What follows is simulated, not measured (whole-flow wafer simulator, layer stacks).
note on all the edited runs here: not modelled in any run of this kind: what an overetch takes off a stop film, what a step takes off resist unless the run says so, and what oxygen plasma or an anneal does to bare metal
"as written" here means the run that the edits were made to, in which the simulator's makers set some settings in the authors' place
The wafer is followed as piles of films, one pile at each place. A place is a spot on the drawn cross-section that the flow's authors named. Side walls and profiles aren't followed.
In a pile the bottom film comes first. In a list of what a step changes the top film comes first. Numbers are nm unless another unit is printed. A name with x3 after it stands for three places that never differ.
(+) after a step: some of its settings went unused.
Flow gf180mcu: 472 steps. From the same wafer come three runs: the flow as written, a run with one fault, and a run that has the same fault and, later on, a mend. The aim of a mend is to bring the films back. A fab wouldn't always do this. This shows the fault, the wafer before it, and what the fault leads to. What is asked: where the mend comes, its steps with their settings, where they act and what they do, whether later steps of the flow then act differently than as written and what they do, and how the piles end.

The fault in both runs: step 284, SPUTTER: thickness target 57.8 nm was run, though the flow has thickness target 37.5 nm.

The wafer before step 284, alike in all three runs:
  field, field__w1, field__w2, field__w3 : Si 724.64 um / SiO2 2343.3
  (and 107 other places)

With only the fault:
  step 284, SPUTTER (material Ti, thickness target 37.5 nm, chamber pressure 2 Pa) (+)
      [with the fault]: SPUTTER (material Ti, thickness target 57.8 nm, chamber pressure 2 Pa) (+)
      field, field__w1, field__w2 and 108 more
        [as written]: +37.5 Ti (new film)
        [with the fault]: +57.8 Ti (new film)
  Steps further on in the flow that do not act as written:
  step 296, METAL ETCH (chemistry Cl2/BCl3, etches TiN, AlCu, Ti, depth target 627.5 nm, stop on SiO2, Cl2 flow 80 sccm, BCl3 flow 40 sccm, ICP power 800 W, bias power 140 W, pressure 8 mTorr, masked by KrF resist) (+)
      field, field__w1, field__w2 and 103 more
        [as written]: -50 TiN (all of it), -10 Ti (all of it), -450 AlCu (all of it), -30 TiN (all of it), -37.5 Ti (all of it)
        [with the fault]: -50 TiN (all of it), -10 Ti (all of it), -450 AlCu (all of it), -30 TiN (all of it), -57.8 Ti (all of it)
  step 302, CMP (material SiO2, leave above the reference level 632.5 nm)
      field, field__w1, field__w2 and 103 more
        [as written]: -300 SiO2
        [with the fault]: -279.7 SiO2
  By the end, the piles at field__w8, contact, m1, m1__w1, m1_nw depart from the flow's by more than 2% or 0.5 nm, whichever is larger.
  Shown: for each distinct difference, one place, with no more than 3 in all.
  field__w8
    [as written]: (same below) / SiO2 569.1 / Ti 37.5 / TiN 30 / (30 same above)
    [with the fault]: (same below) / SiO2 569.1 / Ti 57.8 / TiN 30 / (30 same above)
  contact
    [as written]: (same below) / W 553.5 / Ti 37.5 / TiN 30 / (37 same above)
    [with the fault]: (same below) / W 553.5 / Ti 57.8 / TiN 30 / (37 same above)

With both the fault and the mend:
  The mend stands after step 284.
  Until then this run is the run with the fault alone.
  step 284a, METAL ETCH (chemistry Cl2/BCl3, etches TiN, AlCu, Ti, depth target 20.3 nm, Cl2 flow 80 sccm, BCl3 flow 40 sccm, ICP power 800 W, bias power 140 W, pressure 8 mTorr) (a further turn of the flow's step 260, with different settings)
      field, field__w1, field__w2 and 108 more
        -20.3 Ti
  Every later step of the flow that is run acts as written at every place that is followed.
  The piles end the same as the flow's at every place that both follow.
